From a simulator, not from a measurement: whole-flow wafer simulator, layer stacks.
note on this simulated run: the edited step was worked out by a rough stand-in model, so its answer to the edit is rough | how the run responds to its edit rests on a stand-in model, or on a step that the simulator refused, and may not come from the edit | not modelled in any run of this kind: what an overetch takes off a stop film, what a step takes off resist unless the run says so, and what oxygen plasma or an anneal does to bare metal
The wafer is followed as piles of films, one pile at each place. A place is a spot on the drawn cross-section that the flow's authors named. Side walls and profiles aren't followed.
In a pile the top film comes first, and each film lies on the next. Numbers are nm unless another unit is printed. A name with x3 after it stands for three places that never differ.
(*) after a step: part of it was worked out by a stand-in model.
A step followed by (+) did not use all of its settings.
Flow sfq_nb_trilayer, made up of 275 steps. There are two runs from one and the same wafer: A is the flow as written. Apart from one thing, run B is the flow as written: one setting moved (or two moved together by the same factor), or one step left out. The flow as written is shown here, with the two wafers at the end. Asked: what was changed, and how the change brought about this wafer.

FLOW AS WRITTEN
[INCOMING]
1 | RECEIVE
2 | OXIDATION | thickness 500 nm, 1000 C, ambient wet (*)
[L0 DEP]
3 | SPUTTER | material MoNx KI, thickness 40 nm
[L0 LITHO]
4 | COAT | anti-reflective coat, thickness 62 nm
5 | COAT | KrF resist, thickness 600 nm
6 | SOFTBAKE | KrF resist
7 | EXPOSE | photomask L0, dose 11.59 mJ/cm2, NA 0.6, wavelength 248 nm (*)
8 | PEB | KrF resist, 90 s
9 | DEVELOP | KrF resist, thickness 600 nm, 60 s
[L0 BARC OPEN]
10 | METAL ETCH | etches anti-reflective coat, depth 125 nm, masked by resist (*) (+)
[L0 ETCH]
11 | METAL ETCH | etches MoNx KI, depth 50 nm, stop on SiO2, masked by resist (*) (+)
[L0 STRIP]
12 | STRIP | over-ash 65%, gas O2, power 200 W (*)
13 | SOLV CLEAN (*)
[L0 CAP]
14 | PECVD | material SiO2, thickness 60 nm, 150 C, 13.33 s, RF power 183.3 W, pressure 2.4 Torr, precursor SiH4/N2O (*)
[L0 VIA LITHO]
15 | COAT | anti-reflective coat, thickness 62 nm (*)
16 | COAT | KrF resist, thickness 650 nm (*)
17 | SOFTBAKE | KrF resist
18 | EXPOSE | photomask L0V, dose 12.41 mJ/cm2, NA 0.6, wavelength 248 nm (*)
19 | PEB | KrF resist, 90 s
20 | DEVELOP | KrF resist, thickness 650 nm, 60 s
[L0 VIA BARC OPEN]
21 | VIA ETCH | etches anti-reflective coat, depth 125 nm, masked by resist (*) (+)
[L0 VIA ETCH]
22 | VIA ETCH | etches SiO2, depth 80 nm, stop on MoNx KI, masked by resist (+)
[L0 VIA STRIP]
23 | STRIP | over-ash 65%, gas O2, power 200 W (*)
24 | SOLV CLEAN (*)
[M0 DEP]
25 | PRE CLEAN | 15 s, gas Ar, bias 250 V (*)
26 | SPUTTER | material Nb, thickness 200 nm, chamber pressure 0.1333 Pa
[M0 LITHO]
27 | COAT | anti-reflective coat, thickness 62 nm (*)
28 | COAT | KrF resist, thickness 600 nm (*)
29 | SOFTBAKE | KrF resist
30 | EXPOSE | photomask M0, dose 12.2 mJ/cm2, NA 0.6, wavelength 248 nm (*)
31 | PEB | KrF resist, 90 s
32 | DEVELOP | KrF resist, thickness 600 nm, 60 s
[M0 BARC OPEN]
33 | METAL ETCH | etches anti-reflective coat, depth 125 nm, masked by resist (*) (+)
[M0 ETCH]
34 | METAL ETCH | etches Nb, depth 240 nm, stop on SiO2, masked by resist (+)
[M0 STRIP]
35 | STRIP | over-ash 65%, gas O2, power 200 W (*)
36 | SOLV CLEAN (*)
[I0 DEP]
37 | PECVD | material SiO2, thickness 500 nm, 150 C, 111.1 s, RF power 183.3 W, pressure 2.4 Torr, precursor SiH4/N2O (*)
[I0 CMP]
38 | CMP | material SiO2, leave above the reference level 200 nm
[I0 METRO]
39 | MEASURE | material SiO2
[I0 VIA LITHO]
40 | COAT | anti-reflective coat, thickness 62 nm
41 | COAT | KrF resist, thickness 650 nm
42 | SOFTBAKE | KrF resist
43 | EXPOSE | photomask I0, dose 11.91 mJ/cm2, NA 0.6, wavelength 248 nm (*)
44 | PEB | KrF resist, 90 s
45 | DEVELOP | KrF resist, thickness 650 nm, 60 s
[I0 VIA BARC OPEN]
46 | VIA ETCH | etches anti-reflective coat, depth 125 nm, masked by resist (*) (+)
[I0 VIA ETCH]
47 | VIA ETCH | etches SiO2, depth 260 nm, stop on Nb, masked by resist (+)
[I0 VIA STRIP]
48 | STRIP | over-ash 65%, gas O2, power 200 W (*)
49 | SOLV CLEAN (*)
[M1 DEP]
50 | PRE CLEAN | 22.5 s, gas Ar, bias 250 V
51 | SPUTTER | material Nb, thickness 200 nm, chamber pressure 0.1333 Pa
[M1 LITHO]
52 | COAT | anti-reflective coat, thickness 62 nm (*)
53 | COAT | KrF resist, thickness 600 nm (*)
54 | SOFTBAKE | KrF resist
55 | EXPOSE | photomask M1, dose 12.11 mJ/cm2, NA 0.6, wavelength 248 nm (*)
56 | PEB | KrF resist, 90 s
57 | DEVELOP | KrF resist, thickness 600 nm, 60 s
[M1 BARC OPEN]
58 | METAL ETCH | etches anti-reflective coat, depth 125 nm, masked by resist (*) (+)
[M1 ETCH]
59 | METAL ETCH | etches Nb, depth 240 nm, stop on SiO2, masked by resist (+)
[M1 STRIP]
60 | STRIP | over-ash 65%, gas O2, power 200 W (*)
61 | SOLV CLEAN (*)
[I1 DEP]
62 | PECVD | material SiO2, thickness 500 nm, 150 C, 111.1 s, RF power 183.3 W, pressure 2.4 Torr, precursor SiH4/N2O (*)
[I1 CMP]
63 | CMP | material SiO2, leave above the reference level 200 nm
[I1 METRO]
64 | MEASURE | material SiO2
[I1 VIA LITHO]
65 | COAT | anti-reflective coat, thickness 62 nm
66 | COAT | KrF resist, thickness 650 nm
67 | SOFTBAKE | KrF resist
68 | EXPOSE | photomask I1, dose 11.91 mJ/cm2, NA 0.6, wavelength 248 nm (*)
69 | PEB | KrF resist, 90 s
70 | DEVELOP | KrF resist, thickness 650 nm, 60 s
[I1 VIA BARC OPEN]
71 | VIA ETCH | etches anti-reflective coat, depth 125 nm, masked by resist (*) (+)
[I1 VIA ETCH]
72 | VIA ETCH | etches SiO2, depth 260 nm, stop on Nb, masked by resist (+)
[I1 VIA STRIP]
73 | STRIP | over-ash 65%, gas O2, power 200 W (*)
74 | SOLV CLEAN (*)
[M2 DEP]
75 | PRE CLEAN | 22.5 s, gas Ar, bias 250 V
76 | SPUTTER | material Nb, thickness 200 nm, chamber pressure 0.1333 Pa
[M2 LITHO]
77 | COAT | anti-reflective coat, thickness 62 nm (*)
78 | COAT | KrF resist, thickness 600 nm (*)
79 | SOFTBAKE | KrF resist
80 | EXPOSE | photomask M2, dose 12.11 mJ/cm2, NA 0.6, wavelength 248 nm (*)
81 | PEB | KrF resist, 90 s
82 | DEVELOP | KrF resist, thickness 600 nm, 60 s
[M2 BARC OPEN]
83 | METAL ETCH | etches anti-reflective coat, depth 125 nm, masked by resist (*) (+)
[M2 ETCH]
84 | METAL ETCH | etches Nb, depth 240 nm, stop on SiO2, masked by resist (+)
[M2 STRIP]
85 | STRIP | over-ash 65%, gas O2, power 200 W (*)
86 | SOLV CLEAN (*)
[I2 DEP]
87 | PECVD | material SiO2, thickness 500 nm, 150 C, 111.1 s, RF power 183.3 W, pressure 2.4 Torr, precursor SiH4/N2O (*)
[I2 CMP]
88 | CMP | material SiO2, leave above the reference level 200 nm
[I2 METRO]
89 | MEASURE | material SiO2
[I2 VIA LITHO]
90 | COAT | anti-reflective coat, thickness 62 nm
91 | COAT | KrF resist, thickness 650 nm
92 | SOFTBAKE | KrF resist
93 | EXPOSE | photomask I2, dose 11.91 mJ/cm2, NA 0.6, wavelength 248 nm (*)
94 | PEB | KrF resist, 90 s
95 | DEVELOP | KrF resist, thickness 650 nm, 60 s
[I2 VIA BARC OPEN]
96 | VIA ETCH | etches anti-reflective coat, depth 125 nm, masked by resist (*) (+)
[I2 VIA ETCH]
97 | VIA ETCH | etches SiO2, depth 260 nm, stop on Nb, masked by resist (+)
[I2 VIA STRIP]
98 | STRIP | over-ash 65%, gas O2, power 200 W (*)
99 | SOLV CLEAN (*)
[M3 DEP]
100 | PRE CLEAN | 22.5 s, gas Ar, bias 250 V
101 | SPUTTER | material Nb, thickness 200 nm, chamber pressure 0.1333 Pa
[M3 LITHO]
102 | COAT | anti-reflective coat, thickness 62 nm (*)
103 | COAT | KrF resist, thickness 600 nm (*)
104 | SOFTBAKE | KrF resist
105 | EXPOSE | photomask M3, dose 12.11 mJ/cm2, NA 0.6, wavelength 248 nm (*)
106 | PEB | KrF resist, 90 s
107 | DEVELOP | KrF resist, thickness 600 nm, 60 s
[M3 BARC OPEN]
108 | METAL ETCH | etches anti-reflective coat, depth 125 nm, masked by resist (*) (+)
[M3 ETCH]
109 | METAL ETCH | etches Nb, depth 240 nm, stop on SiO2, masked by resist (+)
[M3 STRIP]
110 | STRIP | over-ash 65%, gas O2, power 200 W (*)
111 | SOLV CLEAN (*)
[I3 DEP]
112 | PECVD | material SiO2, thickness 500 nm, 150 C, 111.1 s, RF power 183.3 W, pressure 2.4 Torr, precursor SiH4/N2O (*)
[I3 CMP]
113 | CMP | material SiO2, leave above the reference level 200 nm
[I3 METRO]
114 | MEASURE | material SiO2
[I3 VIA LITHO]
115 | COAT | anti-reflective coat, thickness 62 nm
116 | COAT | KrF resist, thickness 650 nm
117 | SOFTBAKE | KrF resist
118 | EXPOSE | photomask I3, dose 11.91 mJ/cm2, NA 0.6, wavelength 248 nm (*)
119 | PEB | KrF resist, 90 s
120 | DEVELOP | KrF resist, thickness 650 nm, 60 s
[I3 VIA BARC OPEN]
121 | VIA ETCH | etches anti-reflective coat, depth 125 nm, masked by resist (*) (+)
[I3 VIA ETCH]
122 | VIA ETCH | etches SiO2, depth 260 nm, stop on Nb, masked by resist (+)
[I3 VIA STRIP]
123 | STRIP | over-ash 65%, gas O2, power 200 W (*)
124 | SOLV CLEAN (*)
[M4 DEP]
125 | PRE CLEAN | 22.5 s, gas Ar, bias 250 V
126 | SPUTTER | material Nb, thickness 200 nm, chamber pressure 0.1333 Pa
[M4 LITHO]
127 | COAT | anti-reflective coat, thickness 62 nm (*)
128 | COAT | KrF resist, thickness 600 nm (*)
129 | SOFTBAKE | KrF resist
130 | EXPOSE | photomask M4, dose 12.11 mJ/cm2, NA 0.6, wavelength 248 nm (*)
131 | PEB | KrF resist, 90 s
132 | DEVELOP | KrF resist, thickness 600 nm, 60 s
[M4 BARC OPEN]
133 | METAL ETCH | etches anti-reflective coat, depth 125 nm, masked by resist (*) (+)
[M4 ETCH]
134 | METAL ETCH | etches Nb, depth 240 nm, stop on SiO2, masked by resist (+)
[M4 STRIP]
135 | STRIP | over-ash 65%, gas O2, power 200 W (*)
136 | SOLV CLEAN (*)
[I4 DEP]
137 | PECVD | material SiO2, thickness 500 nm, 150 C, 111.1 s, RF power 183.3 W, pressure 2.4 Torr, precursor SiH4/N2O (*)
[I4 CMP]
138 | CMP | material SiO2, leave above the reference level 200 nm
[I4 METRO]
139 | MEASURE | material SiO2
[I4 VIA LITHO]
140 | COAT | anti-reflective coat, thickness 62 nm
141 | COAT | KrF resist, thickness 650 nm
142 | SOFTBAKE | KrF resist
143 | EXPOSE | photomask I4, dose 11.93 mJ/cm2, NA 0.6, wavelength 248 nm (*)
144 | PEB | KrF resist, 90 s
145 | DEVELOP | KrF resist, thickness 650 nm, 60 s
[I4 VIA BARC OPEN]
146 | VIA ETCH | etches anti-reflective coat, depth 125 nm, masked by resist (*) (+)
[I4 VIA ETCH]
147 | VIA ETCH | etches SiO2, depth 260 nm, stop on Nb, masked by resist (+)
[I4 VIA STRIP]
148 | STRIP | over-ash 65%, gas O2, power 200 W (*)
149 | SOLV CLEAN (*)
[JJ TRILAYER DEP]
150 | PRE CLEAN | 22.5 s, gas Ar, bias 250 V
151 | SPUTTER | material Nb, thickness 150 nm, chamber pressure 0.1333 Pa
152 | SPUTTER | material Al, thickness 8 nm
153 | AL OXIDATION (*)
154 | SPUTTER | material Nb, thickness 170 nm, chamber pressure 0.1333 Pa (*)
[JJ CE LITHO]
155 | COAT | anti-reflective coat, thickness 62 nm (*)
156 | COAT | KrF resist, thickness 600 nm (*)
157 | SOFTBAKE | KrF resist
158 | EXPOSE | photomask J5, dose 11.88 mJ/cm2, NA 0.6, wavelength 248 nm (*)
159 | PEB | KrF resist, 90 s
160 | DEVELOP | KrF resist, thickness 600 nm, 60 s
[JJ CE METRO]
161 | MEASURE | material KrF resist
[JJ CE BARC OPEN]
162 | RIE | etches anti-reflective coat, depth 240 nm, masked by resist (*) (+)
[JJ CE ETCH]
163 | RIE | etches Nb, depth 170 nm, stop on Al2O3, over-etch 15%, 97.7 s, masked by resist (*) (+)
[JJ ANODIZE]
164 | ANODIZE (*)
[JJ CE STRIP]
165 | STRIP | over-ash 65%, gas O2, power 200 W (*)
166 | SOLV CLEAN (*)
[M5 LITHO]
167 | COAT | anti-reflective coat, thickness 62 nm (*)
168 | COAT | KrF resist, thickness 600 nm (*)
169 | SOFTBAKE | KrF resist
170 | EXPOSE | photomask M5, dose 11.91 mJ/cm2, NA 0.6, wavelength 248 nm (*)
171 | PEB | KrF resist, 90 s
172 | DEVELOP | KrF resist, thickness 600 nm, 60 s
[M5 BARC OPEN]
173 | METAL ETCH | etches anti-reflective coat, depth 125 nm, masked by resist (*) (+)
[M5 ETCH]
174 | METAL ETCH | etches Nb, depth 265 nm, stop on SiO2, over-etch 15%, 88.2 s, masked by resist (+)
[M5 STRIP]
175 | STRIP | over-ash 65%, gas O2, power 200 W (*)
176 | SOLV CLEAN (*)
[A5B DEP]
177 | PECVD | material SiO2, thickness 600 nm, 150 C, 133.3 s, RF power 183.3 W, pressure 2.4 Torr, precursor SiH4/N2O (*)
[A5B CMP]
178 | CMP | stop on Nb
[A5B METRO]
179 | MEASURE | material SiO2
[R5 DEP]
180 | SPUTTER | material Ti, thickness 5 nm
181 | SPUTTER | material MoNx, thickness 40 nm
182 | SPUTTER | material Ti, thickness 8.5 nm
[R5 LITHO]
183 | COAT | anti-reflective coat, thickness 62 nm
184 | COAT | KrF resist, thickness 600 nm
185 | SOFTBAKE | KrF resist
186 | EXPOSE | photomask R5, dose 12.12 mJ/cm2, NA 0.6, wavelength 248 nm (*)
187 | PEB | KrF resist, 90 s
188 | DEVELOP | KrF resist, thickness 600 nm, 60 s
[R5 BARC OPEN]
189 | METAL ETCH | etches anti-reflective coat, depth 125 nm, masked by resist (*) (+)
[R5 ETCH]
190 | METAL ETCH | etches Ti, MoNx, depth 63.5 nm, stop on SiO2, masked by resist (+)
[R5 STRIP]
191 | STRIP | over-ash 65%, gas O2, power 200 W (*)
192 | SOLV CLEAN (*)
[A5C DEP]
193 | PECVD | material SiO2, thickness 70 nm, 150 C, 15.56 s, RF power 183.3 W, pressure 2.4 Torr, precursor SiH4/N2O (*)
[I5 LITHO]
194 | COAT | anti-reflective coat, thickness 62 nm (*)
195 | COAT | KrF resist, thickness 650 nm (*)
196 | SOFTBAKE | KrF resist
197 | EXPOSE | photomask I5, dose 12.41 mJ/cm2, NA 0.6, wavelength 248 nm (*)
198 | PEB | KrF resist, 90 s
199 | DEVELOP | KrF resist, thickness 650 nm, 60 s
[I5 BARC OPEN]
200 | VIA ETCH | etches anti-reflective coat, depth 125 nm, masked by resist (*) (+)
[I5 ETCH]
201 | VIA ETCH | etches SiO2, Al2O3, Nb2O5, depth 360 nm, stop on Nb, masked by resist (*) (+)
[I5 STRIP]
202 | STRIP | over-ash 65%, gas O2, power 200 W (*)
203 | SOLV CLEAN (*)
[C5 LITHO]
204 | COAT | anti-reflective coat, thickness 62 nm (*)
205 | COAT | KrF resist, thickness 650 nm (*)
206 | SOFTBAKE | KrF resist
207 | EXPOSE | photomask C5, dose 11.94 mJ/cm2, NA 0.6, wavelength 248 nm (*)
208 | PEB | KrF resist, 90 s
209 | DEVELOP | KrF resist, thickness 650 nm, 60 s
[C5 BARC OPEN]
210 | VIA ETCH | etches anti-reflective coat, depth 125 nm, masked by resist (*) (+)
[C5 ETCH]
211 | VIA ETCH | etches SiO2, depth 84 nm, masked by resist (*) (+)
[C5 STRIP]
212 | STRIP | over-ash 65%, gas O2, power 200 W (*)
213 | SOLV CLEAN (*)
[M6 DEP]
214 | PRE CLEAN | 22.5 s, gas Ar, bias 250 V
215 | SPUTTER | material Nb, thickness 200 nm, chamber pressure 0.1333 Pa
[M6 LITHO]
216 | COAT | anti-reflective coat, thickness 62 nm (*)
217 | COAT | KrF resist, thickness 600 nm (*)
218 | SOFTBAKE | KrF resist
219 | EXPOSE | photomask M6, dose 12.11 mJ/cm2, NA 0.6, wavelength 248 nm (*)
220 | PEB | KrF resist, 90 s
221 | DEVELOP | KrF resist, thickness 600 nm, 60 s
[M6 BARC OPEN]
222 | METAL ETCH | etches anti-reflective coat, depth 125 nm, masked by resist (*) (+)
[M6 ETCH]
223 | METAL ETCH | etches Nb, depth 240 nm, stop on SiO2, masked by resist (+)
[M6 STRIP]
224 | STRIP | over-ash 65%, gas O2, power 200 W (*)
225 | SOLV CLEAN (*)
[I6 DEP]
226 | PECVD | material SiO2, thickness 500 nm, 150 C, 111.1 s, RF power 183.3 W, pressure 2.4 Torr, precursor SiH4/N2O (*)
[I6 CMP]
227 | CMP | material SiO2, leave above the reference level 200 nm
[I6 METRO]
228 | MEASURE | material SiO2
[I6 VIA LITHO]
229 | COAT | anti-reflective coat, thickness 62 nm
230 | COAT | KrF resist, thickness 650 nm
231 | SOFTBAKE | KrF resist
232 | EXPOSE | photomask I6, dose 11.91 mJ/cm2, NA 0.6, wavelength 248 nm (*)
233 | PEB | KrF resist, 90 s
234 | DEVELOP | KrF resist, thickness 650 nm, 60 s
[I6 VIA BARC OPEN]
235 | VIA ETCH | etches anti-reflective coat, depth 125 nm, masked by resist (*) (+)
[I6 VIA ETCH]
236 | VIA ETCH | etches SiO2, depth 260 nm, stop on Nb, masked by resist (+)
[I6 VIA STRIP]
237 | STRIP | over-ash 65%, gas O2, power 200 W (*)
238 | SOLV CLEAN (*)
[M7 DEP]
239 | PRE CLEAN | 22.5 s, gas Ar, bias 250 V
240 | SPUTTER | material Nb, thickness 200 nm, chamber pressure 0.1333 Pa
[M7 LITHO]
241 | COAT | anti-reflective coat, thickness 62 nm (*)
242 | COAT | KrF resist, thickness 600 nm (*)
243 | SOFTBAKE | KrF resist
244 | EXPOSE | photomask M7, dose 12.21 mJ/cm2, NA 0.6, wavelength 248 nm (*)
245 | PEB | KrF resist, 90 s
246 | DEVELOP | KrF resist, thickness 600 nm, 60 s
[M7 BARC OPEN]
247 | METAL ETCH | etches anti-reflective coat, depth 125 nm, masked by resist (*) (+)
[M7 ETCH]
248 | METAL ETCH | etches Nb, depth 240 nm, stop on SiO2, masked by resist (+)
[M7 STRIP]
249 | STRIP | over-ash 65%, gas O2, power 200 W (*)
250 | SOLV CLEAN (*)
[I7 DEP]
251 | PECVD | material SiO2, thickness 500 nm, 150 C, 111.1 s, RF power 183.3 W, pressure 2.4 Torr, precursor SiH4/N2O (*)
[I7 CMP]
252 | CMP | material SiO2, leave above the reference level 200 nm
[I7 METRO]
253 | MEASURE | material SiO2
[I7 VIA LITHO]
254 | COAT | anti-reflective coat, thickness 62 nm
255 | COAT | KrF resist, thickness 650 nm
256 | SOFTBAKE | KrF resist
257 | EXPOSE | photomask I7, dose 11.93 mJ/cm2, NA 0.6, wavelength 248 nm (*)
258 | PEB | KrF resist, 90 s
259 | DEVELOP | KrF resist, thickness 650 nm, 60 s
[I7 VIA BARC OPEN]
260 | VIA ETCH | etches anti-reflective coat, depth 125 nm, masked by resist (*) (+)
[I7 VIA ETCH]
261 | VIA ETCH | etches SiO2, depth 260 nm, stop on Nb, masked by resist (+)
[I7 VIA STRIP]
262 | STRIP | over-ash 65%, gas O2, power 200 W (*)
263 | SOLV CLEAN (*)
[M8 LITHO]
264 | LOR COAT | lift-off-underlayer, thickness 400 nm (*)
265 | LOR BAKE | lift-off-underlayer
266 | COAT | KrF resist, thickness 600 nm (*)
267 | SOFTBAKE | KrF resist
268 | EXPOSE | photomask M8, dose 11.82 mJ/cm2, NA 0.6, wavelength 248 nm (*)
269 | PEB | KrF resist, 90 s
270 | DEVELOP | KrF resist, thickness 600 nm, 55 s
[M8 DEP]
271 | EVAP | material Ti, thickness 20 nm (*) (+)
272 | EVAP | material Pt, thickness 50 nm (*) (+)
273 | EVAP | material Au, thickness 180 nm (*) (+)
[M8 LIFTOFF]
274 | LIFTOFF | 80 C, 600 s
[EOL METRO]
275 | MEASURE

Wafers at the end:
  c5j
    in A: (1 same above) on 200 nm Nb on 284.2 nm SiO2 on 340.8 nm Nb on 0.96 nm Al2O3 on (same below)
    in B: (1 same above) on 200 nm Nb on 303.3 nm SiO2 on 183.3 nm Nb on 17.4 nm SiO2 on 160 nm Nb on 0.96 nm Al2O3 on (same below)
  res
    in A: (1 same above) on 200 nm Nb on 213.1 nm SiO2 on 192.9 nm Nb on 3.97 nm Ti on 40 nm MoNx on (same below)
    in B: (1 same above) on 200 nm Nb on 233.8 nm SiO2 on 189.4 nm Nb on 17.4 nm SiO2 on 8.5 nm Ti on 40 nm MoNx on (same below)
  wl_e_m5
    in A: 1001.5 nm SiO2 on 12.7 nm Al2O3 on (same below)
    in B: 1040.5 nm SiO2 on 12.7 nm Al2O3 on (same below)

The reason: step 193, PECVD: thickness 109 nm was run, whereas the flow has thickness 70 nm; step 193, PECVD: 24.27 s was run, where the flow has 15.56 s.

The path from the change to this, step by step:
  193 | PECVD | material SiO2, thickness 70 nm, 150 C, 15.56 s, RF power 183.3 W, pressure 2.4 Torr, precursor SiH4/N2O (*)
      field_l, v_sur, via_wl and 92 more: A +70 SiO2 | B +109 SiO2
      ce_l, c5j, ce_r and 8 more: A +70 SiO2 (new film) | B +109 SiO2 (new film)
  201 | VIA ETCH | etches SiO2, Al2O3, Nb2O5, depth 360 nm, stop on Nb, masked by resist (*) (+)
      be: A -216.4 SiO2 (all of it), -12.7 Al2O3 (all of it), -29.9 Nb2O5 (all of it) | B -255.4 SiO2 (all of it), -12.7 Al2O3 (all of it), -29.9 Nb2O5 (all of it)
  204 | COAT | anti-reflective coat, thickness 62 nm (*)
      be: A +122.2 anti-reflective coat (new film) | B +127.9 anti-reflective coat (new film)
      be_sur: A +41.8 anti-reflective coat (new film) | B +40.2 anti-reflective coat (new film)
  205 | COAT | KrF resist, thickness 650 nm (*)
      be: A +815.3 KrF resist (new film) | B +843.3 KrF resist (new film)
  211 | VIA ETCH | etches SiO2, depth 84 nm, masked by resist (*) (+)
      c5j: A -69.9 SiO2 (all of it), -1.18 Nb | B -84 SiO2
      res: A -69.9 SiO2 (all of it) | B -84 SiO2
  212 | STRIP | over-ash 65%, gas O2, power 200 W (*)
      be: A -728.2 KrF resist (all of it), -122.2 anti-reflective coat (all of it) | B -756.1 KrF resist (all of it), -127.9 anti-reflective coat (all of it)
      be_sur: A -559.6 KrF resist (all of it), -41.8 anti-reflective coat (all of it) | B -557.5 KrF resist (all of it), -40.2 anti-reflective coat (all of it)
  214 | PRE CLEAN | 22.5 s, gas Ar, bias 250 V
      c5j: A -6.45 Nb | B -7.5 SiO2
      res: A -4.53 Ti | B -7.5 SiO2
  215 | SPUTTER | material Nb, thickness 200 nm, chamber pressure 0.1333 Pa
      c5j: A +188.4 Nb | B +183.3 Nb (new film)
      be: A +147.3 Nb | B +138.7 Nb
  216 | COAT | anti-reflective coat, thickness 62 nm (*)
      wire: A +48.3 anti-reflective coat (new film) | B +46.9 anti-reflective coat (new film)
      be: A +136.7 anti-reflective coat (new film) | B +143.3 anti-reflective coat (new film)
      (and at 6 other places as well)
  217 | COAT | KrF resist, thickness 600 nm (*)
      be: A +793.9 KrF resist (new film) | B +835 KrF resist (new film)
  224 | STRIP | over-ash 65%, gas O2, power 200 W (*)
      wire: A -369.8 KrF resist (all of it), -48.3 anti-reflective coat (all of it) | B -371 KrF resist (all of it), -46.9 anti-reflective coat (all of it)
      be: A -575.8 KrF resist (all of it), -136.7 anti-reflective coat (all of it) | B -616.8 KrF resist (all of it), -143.3 anti-reflective coat (all of it)
      (and at 6 other places as well)
  226 | PECVD | material SiO2, thickness 500 nm, 150 C, 111.1 s, RF power 183.3 W, pressure 2.4 Torr, precursor SiH4/N2O (*)
      be: A +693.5 SiO2 (new film) | B +291.2 SiO2 (new film), +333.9 void (new film), +233.3 SiO2 (new film)
      c5j: A +514.7 SiO2 (new film) | B +533.8 SiO2 (new film)
  227 | CMP | material SiO2, leave above the reference level 200 nm
      be: A -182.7 SiO2 | B -291.2 SiO2 (all of it), -333.9 void (all of it)
      res: A -279.4 SiO2 | B -258.7 SiO2
  229 | COAT | anti-reflective coat, thickness 62 nm
      via_sp, ce_l: A +62 anti-reflective coat (new film) | B +60.5 anti-reflective coat (new film)
      via_v, jj_sur: A +62 anti-reflective coat (new film) | B +60.2 anti-reflective coat (new film)
      (and at 5 other places as well)
  230 | COAT | KrF resist, thickness 650 nm
      be: A +650 KrF resist (new film) | B +861.8 KrF resist (new film)
      gap: A +650 KrF resist (new film) | B +636 KrF resist (new film)
  233 | PEB | KrF resist, 90 s
      be: A -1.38 KrF resist | B -1.92 KrF resist
  ... another 15 steps ...
  274 | LIFTOFF | 80 C, 600 s
      be: A -180 Au (all of it), -50 Pt (all of it), -20 Ti (all of it), -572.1 KrF resist (all of it), -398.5 lift-off-underlayer (all of it) | B -180 Au (all of it), -50 Pt (all of it), -20 Ti (all of it), -600.7 KrF resist (all of it), -603 lift-off-underlayer (all of it)
      be_sur: A -180 Au (all of it), -50 Pt (all of it), -20 Ti (all of it), -572.6 KrF resist (all of it), -398.9 lift-off-underlayer (all of it) | B -180 Au (all of it), -50 Pt (all of it), -20 Ti (all of it), -582.6 KrF resist (all of it), -376.5 lift-off-underlayer (all of it)
If metal films that touch count as one body, c5j has 5 bodies (between them, from the top down: SiO2 303.3; SiO2 17.4; Al2O3 0.96; SiO2 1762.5); the flow as written gives 4 bodies (between them, from the top down: SiO2 284.2; Al2O3 0.96; SiO2 1762.5).
If metal films that touch count as one body, res has 4 bodies (between them, from the top down: SiO2 233.8; SiO2 17.4; SiO2 2090.9); the flow as written gives 3 bodies (between them, from the top down: SiO2 213.1; SiO2 2090.9).
